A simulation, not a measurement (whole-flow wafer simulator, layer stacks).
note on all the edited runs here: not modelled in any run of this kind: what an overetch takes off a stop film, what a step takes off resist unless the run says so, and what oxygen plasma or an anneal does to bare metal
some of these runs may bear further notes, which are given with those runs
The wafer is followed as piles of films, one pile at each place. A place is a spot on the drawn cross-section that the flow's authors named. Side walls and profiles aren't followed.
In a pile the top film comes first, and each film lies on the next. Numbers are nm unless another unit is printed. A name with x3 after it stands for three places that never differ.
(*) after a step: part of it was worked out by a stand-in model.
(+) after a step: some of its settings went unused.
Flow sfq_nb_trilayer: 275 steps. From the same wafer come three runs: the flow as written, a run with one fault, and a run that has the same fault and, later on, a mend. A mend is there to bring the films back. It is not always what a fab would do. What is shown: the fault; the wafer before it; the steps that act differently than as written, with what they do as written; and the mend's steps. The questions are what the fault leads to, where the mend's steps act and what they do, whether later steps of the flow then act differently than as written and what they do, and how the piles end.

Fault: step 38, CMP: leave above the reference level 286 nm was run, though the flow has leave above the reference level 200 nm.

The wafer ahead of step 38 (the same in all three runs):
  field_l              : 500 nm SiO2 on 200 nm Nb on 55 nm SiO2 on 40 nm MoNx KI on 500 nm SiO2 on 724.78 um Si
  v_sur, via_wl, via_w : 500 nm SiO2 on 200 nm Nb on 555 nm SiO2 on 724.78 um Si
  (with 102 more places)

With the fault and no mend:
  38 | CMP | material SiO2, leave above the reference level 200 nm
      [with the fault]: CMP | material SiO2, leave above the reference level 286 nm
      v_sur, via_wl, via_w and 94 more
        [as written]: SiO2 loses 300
        [with the fault]: SiO2 loses 214
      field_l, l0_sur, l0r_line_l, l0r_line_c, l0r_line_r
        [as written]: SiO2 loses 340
        [with the fault]: SiO2 loses 254
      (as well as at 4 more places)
  Later steps of the flow acting differently than as written (not shown: 4 more steps that differ only slightly, by at most 2% or 0.5 nm, whichever is larger):
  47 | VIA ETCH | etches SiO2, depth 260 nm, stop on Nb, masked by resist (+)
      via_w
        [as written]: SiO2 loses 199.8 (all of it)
        [with the fault]: SiO2 loses 260
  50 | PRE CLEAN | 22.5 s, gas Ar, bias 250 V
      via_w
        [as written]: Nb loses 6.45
        [with the fault]: SiO2 loses 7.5
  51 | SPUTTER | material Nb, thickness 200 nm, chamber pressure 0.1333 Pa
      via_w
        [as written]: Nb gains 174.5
        [with the fault]: Nb gains 163.1 (new film)
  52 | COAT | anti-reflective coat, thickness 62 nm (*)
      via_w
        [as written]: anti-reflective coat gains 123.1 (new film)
        [with the fault]: anti-reflective coat gains 136.1 (new film)
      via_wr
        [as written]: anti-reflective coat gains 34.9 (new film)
        [with the fault]: anti-reflective coat gains 33.2 (new film)
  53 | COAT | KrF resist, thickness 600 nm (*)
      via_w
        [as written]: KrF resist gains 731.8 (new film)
        [with the fault]: KrF resist gains 781.6 (new film)
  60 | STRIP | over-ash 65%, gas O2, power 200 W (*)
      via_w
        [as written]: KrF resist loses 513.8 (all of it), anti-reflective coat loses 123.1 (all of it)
        [with the fault]: KrF resist loses 563.6 (all of it), anti-reflective coat loses 136.1 (all of it)
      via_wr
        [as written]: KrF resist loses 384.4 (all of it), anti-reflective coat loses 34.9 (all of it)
        [with the fault]: KrF resist loses 378.6 (all of it), anti-reflective coat loses 33.2 (all of it)
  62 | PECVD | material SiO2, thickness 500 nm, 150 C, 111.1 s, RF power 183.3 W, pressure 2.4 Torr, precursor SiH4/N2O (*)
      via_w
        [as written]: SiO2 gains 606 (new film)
        [with the fault]: SiO2 gains 678.7 (new film)
  The piles end different from the flow's at field_l, v_sur, via_wl and 103 more by more than 2% or 0.5 nm, whichever is larger.
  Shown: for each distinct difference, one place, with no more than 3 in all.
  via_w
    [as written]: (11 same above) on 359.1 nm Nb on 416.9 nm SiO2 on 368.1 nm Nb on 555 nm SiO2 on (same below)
    [with the fault]: (11 same above) on 359.1 nm Nb on 489.6 nm SiO2 on 163.1 nm Nb on 18.3 nm SiO2 on 200 nm Nb on 555 nm SiO2 on (same below)
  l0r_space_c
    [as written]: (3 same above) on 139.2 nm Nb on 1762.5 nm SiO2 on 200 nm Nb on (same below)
    [with the fault]: (3 same above) on 139.2 nm Nb on 1848.5 nm SiO2 on 200 nm Nb on (same below)
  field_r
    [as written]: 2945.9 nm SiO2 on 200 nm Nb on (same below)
    [with the fault]: 3031.9 nm SiO2 on 200 nm Nb on (same below)

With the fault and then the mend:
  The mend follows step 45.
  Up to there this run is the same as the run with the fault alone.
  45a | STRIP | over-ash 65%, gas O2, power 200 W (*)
      field_l, v_sur, via_wl and 102 more
        KrF resist loses 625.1 (all of it), anti-reflective coat loses 62 (all of it)
      via_w
        anti-reflective coat loses 62 (all of it)
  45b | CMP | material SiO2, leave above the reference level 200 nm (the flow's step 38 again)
      field_l, v_sur, via_wl and 103 more
        SiO2 loses 86
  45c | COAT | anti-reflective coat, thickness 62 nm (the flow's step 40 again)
      field_l, v_sur, via_wl and 103 more
        anti-reflective coat gains 62 (new film)
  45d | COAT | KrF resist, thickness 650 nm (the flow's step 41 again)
      field_l, v_sur, via_wl and 103 more
        KrF resist gains 650 (new film)
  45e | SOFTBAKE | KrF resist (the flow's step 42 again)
      does not change any film at any place that is followed
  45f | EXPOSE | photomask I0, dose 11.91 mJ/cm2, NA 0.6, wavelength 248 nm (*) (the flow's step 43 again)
      does not change any film at any place that is followed
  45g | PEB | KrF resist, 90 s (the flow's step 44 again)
      field_l, v_sur, via_wl and 103 more
        KrF resist loses 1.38
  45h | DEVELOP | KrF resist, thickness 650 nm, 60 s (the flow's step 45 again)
      field_l, v_sur, via_wl and 102 more
        KrF resist loses 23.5
      via_w
        KrF resist loses 648.6 (all of it)
  None of the later steps of the flow acts differently than as written at any place that is followed.
  At every place that both follow, the piles at the end match the flow's.
